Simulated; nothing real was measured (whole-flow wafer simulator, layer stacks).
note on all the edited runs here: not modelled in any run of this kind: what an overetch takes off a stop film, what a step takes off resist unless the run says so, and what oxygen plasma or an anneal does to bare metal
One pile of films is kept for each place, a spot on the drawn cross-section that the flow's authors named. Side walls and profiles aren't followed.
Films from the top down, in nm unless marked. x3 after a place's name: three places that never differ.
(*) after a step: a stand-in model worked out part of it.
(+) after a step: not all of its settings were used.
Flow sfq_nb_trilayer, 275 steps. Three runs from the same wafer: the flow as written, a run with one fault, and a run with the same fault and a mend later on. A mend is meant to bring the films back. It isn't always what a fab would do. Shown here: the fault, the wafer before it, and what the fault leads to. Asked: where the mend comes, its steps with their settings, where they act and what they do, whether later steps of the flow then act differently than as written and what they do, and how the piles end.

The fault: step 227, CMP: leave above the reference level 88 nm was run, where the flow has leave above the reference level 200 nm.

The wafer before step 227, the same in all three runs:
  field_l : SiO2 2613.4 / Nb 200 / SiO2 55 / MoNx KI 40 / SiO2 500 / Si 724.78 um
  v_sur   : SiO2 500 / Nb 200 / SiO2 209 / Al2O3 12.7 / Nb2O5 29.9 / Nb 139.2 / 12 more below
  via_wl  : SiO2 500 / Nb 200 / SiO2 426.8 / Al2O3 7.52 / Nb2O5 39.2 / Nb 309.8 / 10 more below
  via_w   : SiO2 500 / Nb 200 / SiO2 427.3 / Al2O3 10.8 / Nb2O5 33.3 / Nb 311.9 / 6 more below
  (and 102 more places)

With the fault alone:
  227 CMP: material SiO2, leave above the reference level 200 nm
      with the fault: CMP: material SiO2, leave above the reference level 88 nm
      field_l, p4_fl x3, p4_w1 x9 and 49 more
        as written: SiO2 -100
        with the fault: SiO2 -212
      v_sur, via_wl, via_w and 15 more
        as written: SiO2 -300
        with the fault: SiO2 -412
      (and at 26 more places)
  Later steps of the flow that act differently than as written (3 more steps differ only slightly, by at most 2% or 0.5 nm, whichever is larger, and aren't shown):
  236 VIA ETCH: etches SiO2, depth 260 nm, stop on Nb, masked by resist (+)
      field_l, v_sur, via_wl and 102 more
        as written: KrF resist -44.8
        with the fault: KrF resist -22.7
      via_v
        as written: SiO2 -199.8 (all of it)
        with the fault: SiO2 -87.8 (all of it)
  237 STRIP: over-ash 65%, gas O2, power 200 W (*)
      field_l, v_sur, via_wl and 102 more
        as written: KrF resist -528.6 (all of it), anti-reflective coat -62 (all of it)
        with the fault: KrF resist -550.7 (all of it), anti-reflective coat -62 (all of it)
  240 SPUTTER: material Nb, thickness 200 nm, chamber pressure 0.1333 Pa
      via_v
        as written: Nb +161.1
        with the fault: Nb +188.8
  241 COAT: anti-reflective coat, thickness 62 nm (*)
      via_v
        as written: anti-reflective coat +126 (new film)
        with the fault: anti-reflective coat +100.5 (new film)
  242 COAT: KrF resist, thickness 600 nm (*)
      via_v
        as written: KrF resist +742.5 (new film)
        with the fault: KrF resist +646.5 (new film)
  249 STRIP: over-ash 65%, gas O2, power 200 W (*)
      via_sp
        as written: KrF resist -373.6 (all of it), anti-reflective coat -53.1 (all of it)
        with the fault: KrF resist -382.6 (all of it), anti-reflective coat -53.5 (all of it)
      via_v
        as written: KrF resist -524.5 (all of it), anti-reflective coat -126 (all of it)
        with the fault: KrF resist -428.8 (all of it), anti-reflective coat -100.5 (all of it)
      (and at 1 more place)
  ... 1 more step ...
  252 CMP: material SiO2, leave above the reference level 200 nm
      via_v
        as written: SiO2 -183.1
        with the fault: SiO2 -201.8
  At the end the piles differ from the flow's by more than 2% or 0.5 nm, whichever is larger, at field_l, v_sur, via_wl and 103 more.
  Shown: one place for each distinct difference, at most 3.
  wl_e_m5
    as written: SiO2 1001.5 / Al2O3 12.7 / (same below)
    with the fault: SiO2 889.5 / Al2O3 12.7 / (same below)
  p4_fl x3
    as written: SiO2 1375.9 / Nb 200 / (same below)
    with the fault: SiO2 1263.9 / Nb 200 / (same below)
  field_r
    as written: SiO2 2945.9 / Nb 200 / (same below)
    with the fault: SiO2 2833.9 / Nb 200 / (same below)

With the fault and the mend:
  The mend comes after step 228.
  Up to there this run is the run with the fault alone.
  228a PECVD: material SiO2, thickness 112 nm, 150 C, 24.89 s, RF power 183.3 W, pressure 2.4 Torr, precursor SiH4/N2O (the flow's step 226 once more, with other settings)
      field_l, v_sur, via_wl and 103 more
        SiO2 +112
  No later step of the flow acts differently than as written at any place that is followed.
  At the end the piles are the same as the flow's at every place that both follow.
